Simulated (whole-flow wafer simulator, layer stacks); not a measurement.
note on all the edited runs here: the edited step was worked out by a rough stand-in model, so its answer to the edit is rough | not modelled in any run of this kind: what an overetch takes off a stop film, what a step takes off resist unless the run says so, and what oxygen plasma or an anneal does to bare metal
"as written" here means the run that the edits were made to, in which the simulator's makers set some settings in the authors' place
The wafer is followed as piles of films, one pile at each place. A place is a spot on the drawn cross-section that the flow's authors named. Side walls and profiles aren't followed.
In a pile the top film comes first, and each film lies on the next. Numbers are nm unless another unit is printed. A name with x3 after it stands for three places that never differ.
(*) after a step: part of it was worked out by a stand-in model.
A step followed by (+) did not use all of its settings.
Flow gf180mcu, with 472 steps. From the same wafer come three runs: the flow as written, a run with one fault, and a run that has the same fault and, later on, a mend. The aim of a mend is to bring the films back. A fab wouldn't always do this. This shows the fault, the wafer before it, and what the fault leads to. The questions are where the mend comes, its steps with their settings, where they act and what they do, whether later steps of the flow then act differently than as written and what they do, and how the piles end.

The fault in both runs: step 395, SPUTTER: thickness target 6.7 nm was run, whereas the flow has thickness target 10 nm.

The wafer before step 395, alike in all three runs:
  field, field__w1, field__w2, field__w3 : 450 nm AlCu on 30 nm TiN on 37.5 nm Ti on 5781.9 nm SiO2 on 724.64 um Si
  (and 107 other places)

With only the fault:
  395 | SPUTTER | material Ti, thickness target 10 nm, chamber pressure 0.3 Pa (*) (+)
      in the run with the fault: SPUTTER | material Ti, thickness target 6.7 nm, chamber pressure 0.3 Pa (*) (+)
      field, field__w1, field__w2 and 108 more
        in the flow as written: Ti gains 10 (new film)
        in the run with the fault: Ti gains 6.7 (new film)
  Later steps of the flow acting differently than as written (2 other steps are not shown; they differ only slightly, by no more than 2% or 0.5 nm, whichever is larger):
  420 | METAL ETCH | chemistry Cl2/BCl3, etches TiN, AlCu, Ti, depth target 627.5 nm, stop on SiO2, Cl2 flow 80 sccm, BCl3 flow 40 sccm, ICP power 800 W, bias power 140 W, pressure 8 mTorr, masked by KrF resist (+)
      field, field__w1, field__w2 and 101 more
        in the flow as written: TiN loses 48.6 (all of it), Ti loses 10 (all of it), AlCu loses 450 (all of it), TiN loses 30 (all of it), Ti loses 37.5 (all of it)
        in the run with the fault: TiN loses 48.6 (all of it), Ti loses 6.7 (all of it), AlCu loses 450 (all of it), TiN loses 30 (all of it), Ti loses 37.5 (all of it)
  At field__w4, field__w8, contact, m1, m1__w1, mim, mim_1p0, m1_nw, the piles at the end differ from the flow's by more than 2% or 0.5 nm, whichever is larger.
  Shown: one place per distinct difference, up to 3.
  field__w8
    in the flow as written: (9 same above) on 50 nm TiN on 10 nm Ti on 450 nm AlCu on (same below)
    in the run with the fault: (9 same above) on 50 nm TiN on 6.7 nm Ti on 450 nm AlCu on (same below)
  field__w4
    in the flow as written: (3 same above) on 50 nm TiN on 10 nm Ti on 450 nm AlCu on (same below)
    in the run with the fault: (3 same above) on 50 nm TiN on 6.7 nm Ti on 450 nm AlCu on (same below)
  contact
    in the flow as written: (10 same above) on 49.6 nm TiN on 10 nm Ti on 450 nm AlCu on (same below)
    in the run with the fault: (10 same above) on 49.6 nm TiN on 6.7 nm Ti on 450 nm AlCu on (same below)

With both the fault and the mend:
  The mend follows step 395.
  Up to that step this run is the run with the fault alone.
  395a | SPUTTER | material Ti, thickness target 3.3 nm, chamber pressure 0.3 Pa (*) (+) (the flow's step 395, run once more with other settings)
      field, field__w1, field__w2 and 108 more
        Ti gains 3.3
  Every later step of the flow that is run acts as written at every place that is followed.
  The piles end the same as the flow's at every place that both follow.
